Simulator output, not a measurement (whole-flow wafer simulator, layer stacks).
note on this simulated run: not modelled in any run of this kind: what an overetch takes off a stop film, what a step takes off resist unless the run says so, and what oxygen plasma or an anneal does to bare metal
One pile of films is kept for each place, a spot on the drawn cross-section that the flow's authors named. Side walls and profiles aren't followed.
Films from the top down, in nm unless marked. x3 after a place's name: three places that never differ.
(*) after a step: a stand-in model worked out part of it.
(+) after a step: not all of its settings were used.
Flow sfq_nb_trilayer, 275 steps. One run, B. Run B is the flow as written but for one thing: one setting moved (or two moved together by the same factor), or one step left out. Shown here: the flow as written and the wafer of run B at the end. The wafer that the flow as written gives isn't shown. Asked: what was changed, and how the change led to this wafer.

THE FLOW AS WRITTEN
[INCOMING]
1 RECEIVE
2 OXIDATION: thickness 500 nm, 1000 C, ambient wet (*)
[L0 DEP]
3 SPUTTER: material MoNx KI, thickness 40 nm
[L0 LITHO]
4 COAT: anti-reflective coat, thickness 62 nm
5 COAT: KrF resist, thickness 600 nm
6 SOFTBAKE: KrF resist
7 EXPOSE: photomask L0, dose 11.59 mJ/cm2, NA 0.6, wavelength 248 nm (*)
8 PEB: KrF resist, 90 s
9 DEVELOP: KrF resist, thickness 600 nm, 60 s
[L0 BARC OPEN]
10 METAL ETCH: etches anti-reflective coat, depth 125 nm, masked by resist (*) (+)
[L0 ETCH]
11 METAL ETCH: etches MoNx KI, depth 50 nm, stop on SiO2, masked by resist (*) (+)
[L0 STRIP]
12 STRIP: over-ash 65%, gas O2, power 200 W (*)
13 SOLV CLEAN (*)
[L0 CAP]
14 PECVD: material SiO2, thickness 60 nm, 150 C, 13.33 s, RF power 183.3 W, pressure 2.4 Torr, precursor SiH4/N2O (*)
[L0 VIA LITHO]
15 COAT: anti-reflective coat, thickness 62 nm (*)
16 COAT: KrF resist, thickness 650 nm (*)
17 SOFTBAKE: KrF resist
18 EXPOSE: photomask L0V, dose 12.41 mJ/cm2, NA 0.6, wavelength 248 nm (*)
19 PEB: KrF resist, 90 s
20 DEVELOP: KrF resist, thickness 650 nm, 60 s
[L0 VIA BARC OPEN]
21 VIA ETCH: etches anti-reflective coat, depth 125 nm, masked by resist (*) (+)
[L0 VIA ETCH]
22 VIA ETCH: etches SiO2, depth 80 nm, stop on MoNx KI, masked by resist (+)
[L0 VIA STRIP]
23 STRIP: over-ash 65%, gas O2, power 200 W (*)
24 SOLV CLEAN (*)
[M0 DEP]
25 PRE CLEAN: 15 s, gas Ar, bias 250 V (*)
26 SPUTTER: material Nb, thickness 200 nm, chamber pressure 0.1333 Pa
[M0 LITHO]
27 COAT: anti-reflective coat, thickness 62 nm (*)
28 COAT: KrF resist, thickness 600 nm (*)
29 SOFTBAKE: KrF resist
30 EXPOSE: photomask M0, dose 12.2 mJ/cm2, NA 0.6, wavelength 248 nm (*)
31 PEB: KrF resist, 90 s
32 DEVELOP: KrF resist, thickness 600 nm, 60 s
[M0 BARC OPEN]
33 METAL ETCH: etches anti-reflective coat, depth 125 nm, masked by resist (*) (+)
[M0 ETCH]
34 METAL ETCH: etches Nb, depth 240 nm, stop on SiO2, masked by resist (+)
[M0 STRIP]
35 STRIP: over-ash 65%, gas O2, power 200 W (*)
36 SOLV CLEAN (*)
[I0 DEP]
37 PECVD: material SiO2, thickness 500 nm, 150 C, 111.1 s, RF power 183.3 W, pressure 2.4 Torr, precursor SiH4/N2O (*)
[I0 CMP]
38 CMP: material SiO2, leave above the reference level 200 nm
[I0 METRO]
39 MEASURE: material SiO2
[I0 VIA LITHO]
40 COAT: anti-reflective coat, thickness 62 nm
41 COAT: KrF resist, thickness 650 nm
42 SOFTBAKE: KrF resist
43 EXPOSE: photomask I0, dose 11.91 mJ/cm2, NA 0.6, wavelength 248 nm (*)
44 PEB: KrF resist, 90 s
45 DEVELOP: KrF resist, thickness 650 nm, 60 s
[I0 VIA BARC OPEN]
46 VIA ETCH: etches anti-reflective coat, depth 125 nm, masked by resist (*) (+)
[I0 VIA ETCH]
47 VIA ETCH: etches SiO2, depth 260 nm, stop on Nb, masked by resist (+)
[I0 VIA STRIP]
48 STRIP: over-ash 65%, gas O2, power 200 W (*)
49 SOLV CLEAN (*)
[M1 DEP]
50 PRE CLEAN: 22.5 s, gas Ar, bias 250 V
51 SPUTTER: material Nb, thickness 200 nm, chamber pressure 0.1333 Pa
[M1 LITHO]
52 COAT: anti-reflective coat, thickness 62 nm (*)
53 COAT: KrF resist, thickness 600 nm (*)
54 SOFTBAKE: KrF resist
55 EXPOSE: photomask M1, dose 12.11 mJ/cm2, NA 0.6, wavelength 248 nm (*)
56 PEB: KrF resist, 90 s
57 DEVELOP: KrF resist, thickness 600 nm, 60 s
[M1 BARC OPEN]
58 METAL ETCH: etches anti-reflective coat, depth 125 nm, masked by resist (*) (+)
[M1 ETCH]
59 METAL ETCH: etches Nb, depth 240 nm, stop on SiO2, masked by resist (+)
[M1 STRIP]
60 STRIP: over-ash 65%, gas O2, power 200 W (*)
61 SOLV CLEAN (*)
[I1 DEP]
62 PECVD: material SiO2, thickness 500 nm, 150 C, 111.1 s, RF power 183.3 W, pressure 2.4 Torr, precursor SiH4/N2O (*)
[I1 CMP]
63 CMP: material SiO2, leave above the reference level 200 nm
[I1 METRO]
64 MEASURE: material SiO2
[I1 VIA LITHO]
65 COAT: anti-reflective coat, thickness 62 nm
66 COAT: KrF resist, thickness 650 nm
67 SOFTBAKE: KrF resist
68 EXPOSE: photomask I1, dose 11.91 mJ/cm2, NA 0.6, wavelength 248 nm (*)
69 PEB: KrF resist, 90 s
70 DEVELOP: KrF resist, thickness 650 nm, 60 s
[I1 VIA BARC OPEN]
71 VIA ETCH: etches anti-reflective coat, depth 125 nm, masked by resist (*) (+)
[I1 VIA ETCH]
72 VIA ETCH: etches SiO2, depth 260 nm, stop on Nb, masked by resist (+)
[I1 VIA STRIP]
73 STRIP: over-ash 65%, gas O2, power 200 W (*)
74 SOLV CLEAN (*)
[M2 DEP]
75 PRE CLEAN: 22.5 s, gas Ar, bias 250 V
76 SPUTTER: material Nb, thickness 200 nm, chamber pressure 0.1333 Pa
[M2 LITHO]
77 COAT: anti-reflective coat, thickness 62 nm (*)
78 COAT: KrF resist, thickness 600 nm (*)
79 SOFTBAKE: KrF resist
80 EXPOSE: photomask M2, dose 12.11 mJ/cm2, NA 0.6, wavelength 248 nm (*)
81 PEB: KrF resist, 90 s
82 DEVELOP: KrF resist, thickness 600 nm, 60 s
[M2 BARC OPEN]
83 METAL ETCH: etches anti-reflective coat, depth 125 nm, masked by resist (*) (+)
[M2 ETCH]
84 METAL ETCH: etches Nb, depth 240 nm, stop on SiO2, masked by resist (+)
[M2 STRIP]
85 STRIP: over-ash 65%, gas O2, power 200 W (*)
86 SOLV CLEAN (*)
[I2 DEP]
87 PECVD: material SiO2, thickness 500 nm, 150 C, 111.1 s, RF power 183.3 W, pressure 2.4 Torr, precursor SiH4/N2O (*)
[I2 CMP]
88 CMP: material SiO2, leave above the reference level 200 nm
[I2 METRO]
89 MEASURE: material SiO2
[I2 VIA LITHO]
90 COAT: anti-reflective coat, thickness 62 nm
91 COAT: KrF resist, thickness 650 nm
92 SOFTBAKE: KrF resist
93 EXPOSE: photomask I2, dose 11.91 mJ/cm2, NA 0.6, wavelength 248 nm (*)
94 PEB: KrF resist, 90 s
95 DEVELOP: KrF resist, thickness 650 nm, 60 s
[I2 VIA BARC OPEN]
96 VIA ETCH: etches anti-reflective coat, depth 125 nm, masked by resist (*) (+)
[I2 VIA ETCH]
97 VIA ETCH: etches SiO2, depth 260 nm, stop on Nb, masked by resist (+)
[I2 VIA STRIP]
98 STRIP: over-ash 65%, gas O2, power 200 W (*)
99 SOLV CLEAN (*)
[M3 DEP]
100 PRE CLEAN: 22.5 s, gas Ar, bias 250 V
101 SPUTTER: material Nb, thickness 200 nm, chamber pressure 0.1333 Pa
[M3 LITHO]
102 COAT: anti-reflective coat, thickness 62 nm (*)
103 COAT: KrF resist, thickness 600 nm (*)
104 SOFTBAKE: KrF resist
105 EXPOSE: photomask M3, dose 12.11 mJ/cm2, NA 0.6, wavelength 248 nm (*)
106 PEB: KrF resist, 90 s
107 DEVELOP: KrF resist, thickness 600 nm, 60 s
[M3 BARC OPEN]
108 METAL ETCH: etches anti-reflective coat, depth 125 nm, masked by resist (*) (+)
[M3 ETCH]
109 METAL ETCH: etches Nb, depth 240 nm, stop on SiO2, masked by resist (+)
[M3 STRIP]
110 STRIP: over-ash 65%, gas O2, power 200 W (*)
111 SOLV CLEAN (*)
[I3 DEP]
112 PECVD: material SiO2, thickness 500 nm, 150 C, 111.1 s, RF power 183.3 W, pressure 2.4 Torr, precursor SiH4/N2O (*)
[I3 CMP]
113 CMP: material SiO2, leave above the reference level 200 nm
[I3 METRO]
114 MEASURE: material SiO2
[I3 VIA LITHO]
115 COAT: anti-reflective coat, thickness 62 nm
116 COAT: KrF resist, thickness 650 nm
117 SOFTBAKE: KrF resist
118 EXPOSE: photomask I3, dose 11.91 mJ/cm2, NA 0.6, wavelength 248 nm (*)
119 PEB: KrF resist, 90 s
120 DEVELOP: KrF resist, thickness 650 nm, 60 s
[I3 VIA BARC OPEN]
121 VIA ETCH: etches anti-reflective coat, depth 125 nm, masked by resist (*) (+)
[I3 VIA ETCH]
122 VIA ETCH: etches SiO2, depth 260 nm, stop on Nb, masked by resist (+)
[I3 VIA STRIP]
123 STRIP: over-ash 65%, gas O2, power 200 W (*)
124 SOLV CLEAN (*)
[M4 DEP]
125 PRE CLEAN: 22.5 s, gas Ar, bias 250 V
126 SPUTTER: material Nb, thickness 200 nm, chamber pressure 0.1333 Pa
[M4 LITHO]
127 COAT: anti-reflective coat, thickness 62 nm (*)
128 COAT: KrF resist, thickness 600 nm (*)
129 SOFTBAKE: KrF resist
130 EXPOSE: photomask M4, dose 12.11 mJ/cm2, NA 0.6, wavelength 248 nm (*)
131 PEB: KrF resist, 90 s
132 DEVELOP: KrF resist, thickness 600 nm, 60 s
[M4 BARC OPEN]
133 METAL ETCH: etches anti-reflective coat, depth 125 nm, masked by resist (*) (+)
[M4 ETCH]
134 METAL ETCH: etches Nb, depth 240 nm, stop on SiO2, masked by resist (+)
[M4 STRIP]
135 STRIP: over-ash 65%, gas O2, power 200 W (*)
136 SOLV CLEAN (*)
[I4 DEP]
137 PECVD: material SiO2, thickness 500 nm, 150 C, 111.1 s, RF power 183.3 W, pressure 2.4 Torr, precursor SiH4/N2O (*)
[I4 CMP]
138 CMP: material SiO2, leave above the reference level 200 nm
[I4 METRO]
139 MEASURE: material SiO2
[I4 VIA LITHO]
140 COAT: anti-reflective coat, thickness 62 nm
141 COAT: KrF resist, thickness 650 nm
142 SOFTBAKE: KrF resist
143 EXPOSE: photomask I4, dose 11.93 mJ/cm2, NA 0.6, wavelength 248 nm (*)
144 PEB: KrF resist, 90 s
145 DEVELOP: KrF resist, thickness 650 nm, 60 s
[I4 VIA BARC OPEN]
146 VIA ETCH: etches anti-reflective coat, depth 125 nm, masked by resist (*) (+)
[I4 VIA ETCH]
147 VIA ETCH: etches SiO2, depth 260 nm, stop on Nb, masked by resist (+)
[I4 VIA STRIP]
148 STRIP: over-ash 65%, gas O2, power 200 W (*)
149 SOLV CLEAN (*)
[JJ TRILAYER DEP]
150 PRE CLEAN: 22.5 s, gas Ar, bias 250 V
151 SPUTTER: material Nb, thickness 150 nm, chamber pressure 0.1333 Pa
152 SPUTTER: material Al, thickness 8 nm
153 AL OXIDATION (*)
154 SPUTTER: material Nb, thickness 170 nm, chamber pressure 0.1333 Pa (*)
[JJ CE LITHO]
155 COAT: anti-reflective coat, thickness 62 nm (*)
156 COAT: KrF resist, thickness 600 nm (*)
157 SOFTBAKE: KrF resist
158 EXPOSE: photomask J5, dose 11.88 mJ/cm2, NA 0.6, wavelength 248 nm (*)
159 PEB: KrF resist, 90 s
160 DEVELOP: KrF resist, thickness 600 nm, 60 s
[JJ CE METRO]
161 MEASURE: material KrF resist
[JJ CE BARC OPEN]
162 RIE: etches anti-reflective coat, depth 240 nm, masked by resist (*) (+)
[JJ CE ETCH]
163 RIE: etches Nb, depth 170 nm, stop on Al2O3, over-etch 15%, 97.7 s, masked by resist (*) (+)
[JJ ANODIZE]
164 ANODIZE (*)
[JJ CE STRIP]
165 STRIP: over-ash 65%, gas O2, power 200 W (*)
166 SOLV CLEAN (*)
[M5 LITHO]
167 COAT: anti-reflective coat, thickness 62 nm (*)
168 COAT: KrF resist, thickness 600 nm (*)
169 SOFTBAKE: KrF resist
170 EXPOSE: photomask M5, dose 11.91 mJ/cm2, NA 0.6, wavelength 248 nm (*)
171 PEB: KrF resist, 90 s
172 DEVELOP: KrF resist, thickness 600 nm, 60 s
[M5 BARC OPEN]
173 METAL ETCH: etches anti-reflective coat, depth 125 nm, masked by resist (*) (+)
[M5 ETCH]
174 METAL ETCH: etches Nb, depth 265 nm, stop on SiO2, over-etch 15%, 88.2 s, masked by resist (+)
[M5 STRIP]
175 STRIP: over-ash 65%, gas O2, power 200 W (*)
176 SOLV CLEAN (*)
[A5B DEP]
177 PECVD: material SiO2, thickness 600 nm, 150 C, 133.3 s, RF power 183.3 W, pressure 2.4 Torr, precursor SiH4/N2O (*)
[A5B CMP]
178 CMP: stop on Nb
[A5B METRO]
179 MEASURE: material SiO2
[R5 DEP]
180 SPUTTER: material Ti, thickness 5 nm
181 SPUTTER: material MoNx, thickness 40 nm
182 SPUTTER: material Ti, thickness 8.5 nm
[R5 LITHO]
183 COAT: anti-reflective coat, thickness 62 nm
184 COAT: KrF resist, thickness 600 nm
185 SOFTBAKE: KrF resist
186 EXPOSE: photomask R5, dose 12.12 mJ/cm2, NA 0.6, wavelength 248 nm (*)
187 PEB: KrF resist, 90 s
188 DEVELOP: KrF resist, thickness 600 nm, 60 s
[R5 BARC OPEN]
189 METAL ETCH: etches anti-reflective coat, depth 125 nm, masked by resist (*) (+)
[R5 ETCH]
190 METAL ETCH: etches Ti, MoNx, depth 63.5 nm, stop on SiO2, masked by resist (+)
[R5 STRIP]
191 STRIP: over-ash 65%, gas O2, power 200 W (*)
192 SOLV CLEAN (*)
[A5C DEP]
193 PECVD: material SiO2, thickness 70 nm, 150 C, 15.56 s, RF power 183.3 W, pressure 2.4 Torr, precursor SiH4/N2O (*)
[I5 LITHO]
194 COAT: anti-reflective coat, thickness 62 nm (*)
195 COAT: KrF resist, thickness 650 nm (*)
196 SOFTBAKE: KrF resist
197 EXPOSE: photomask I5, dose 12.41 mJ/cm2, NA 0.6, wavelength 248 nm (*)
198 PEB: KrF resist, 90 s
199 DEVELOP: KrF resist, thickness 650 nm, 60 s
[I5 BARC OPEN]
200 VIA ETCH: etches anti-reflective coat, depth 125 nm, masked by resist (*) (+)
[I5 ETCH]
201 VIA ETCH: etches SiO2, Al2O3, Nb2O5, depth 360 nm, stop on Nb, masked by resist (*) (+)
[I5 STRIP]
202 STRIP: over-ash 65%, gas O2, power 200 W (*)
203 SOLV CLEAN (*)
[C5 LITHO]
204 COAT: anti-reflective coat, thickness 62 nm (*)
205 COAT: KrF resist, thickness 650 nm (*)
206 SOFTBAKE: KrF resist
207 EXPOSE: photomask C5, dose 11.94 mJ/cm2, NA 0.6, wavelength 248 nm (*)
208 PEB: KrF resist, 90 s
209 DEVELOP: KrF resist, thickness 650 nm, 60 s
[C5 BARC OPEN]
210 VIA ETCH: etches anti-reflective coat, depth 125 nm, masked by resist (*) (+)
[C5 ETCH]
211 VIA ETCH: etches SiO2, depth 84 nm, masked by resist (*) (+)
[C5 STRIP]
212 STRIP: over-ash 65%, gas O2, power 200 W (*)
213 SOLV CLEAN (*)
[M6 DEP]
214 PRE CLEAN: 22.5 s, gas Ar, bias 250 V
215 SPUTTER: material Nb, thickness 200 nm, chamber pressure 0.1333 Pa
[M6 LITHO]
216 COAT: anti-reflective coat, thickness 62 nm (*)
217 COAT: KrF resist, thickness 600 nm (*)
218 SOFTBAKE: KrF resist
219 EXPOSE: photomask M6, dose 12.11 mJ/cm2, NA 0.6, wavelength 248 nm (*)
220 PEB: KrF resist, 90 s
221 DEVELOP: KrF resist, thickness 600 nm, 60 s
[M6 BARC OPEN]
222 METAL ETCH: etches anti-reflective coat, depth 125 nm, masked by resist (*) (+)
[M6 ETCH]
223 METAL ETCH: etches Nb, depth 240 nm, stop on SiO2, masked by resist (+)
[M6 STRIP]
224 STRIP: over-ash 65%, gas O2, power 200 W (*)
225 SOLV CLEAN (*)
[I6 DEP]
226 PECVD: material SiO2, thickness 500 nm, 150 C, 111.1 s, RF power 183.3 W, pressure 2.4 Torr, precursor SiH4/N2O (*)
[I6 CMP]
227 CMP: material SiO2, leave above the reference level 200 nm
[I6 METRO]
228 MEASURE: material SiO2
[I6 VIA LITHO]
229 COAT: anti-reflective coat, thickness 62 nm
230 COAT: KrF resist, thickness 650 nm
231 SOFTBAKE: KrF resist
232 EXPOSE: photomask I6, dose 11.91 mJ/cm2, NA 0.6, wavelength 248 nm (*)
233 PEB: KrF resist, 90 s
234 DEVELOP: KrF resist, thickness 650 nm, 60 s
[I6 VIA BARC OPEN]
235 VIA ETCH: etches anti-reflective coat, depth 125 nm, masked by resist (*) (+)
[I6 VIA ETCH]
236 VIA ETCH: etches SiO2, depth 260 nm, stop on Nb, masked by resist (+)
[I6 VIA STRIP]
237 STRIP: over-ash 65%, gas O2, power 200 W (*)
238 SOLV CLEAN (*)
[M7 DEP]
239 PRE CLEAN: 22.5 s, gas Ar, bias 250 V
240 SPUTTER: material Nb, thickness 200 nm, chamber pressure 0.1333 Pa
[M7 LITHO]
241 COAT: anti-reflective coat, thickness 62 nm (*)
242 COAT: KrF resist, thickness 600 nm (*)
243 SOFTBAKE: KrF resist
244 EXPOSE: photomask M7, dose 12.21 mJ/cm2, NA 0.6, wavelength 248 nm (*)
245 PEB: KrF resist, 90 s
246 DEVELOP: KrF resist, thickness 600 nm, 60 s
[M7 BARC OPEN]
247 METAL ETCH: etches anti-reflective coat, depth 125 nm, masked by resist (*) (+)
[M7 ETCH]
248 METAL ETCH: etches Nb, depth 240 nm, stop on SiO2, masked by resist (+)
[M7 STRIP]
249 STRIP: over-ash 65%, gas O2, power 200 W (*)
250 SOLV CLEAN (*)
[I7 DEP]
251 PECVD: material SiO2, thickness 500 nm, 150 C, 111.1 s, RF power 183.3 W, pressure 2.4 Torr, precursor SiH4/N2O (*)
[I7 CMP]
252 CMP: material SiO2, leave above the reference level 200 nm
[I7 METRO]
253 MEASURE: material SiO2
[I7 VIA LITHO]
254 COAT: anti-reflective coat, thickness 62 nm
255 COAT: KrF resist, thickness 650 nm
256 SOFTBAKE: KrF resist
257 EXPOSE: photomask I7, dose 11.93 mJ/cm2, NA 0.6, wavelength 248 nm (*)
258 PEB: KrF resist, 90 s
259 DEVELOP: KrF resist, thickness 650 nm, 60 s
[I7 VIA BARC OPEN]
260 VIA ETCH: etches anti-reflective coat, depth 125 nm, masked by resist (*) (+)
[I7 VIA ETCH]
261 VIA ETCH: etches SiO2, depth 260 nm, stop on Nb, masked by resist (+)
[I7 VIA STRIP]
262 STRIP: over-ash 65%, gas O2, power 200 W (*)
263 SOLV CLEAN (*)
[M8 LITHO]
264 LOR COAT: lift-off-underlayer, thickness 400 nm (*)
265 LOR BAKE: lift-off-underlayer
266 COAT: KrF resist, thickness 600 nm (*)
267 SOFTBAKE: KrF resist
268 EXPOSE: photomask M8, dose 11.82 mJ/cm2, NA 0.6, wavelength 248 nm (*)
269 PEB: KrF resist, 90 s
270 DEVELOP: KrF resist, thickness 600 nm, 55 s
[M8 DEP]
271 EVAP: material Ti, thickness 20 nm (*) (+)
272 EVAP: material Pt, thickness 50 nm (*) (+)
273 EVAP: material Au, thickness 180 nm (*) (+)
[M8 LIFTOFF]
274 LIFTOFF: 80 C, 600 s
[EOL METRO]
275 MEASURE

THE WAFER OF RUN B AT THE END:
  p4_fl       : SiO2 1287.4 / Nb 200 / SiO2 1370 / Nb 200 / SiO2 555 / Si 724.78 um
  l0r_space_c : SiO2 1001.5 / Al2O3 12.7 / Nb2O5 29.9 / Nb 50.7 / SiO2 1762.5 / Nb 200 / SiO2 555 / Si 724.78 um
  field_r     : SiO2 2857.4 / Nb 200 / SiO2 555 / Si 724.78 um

The cause: step 151, SPUTTER: thickness 61.5 nm was run, where the flow has thickness 150 nm.

How the change led to this, step by step:
  151 SPUTTER: material Nb, thickness 150 nm, chamber pressure 0.1333 Pa
      field_l, v_sur, via_sp and 100 more: Nb +61.5 (new film) (as written it would be: Nb +150 (new film))
      via_wl, via_wr: Nb +43.9 (as written it would be: Nb +130.4)
      (and at 1 more place)
  152 SPUTTER: material Al, thickness 8 nm
      via_wl, via_wr: Al +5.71 (new film) (as written it would be: Al +5.14 (new film))
  154 SPUTTER: material Nb, thickness 170 nm, chamber pressure 0.1333 Pa (*)
      via_wl, via_wr: Nb +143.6 (new film) (as written it would be: Nb +140.7 (new film))
      via_w: Nb +145.8 (new film) (as written it would be: Nb +141 (new film))
  155 COAT: anti-reflective coat, thickness 62 nm (*)
      via_wl, via_wr: anti-reflective coat +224 (new film) (as written it would be: anti-reflective coat +209.4 (new film))
      via_w: anti-reflective coat +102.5 (new film) (as written it would be: anti-reflective coat +97.4 (new film))
  156 COAT: KrF resist, thickness 600 nm (*)
      via_wl: KrF resist +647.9 (new film) (as written it would be: KrF resist +663 (new film))
      via_w: KrF resist +744.1 (new film) (as written it would be: KrF resist +763.8 (new film))
      (and at 1 more place)
  160 DEVELOP: KrF resist, thickness 600 nm, 60 s
      via_wl: KrF resist -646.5 (all of it) (as written it would be: KrF resist -661.6 (all of it))
      via_w: KrF resist -742.4 (all of it) (as written it would be: KrF resist -762.1 (all of it))
      (and at 1 more place)
  162 RIE: etches anti-reflective coat, depth 240 nm, masked by resist (*) (+)
      ce_l, c5j, ce_r, wl_jj: KrF resist -224 (as written it would be: KrF resist -209.4)
      via_wl, via_wr: anti-reflective coat -224 (all of it) (as written it would be: anti-reflective coat -209.4 (all of it))
      (and at 1 more place)
  163 RIE: etches Nb, depth 170 nm, stop on Al2O3, over-etch 15%, 97.7 s, masked by resist (*) (+)
      via_wl, via_wr: Nb -143.6 (all of it), Al2O3 -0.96 (all of it) (as written it would be: Nb -140.7 (all of it), Al2O3 -0.96 (all of it))
      via_w: Nb -145.8 (all of it), Al2O3 -0.96 (all of it) (as written it would be: Nb -141 (all of it), Al2O3 -0.96 (all of it))
  164 ANODIZE (*)
      via_wl, via_wr: Al2O3 +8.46 (new film), Nb2O5 +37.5 (new film), Al -5.13 (all of it), Nb -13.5 (as written it would be: Al2O3 +7.52 (new film), Nb2O5 +39.2 (new film), Al -4.56 (all of it), Nb -14.1)
      via_w: Al2O3 +11.2 (new film), Nb2O5 +32.5 (new film), Al -6.81 (all of it), Nb -11.7 (as written it would be: Al2O3 +10.8 (new film), Nb2O5 +33.3 (new film), Al -6.54 (all of it), Nb -12)
  165 STRIP: over-ash 65%, gas O2, power 200 W (*)
      ce_l: KrF resist -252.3 (all of it), anti-reflective coat -61.5 (all of it) (as written it would be: KrF resist -266.8 (all of it), anti-reflective coat -61.4 (all of it))
      c5j: KrF resist -252.4 (all of it), anti-reflective coat -61.5 (all of it) (as written it would be: KrF resist -266.9 (all of it), anti-reflective coat -61.5 (all of it))
      (and at 2 more places)
  167 COAT: anti-reflective coat, thickness 62 nm (*)
      via_w: anti-reflective coat +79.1 (new film) (as written it would be: anti-reflective coat +84.1 (new film))
      ce_l: anti-reflective coat +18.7 (new film) (as written it would be: anti-reflective coat +19.6 (new film))
      (and at 1 more place)
  174 METAL ETCH: etches Nb, depth 265 nm, stop on SiO2, over-etch 15%, 88.2 s, masked by resist (+)
      field_l, r_sur, res and 50 more: Al2O3 -12.6 (all of it), Nb2O5 -29.9 (all of it), Nb -50.7 (all of it), SiO2 -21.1 (as written it would be: Al2O3 -12.6 (all of it), Nb2O5 -29.9 (all of it), Nb -139.2 (all of it), SiO2 -12.3)
  175 STRIP: over-ash 65%, gas O2, power 200 W (*)
      via_w: KrF resist -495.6 (all of it), anti-reflective coat -79.1 (all of it) (as written it would be: KrF resist -503.5 (all of it), anti-reflective coat -84.1 (all of it))
      ce_l: KrF resist -300.5 (all of it), anti-reflective coat -18.7 (all of it) (as written it would be: KrF resist -299.6 (all of it), anti-reflective coat -19.6 (all of it))
      (and at 1 more place)
  178 CMP: stop on Nb
      field_l, p4_fl, p4_fm and 39 more: SiO2 -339 (as written it would be: SiO2 -259.3)
      r_sur, res, r_end, moat, field_r, lsp_l: SiO2 -339 (as written it would be: SiO2 -252.3)
      (and at 8 more places)
